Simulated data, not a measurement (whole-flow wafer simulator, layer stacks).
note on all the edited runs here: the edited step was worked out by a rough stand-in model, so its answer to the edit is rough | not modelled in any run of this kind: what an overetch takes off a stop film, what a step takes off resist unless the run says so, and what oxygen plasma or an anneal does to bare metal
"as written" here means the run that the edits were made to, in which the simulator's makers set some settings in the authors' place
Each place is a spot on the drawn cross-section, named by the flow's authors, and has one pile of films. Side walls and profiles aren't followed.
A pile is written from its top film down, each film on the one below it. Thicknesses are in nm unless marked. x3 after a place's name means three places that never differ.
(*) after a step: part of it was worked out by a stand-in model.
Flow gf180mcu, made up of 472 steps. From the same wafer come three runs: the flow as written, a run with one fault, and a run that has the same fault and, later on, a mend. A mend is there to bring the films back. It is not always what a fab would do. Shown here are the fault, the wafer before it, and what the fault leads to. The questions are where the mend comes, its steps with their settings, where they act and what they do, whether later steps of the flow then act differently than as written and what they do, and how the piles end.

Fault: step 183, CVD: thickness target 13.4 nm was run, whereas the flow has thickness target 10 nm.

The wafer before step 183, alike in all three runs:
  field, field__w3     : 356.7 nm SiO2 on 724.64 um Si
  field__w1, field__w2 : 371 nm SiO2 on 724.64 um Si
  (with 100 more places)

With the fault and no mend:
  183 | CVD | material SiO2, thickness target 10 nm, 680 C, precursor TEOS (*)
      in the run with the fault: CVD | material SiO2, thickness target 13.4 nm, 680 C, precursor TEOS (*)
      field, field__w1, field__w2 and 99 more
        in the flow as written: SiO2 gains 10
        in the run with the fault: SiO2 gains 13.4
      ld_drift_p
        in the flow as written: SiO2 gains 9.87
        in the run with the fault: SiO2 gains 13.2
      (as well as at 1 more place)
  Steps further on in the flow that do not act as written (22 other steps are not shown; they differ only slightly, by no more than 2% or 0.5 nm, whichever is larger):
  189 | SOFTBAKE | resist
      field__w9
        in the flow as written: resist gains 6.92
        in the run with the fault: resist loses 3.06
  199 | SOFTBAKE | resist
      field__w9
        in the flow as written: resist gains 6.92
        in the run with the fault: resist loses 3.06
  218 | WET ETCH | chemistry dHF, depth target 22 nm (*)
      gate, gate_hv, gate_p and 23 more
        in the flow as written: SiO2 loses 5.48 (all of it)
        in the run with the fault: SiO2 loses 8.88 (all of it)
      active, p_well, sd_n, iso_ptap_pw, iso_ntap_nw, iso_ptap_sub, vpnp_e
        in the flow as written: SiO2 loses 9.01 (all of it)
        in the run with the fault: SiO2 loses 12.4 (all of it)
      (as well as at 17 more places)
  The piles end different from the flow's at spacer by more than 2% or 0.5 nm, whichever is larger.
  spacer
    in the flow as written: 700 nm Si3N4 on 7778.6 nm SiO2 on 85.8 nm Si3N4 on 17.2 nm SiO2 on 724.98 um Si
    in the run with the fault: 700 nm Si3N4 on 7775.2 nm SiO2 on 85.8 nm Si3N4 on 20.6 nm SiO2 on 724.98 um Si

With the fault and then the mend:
  The mend stands after step 183.
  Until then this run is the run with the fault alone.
  183a | WET ETCH | chemistry dHF, depth target 3.4 nm, 25 C, dilution 100:1 (the flow's step 17 again, with other settings)
      field, field__w1, field__w2 and 101 more
        SiO2 loses 3.4
  Every later step of the flow that is run acts as written, at every place that is followed, to within 2% or 0.5 nm, whichever is larger.
  The piles end only slightly different from the flow's at the places that both follow, by no more than 2% or 0.5 nm, whichever is larger.
